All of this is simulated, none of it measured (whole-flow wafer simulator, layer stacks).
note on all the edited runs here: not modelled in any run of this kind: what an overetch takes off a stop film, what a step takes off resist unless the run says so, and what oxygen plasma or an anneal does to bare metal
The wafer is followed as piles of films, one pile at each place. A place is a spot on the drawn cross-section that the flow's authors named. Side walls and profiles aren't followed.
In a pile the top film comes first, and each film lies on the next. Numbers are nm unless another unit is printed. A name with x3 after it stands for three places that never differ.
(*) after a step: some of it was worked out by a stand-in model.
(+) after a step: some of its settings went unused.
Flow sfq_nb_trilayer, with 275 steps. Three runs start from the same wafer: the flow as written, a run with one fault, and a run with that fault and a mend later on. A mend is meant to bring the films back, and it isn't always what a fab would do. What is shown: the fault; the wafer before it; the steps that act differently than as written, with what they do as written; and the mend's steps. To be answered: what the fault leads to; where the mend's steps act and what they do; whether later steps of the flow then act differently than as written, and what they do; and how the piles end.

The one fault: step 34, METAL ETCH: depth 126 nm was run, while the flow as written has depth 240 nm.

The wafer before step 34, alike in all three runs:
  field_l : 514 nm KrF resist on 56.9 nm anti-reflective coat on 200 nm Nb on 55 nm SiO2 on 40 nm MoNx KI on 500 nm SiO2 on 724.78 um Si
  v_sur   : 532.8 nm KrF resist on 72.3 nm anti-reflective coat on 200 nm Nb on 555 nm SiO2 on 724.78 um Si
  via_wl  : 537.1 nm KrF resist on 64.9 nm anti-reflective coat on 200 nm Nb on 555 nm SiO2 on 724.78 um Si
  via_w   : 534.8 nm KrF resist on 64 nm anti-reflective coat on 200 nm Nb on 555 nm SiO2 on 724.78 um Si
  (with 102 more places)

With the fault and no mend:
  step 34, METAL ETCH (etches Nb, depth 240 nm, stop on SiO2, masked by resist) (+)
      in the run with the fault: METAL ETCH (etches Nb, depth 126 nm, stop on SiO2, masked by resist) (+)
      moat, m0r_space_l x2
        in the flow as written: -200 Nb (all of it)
        in the run with the fault: -126 Nb
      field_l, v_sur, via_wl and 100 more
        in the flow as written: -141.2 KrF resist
        in the run with the fault: -74.1 KrF resist
  Steps further on in the flow that do not act as written:
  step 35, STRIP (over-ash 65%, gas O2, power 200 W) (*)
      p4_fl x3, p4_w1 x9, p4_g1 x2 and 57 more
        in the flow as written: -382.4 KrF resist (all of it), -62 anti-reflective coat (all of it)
        in the run with the fault: -449.4 KrF resist (all of it), -62 anti-reflective coat (all of it)
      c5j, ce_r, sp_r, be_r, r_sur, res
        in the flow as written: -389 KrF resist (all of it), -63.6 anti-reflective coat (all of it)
        in the run with the fault: -456.1 KrF resist (all of it), -63.6 anti-reflective coat (all of it)
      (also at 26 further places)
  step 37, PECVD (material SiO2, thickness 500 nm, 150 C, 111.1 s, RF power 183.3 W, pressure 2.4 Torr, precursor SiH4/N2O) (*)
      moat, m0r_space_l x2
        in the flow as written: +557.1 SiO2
        in the run with the fault: +500 SiO2 (new film)
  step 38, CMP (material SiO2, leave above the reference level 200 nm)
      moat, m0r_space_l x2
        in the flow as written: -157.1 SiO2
        in the run with the fault: -174 SiO2
  By the end, the piles at moat, m0r_space_l x2 depart from the flow's by more than 2% or 0.5 nm, whichever is larger.
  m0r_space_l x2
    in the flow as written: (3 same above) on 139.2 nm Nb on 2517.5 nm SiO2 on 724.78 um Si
    in the run with the fault: (3 same above) on 139.2 nm Nb on 1888.5 nm SiO2 on 74 nm Nb on 555 nm SiO2 on 724.78 um Si
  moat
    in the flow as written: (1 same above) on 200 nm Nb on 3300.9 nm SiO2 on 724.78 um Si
    in the run with the fault: (1 same above) on 200 nm Nb on 2671.9 nm SiO2 on 74 nm Nb on 555 nm SiO2 on 724.78 um Si

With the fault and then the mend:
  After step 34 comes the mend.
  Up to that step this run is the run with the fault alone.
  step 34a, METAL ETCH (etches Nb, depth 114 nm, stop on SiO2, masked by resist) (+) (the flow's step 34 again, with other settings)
      field_l, v_sur, via_wl and 100 more
        -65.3 KrF resist
      moat, m0r_space_l x2
        -74 Nb (all of it)
  Every later step of the flow that is run acts as written, at every place that is followed, to within 2% or 0.5 nm, whichever is larger.
  The piles end the same as the flow's at every place that both follow.
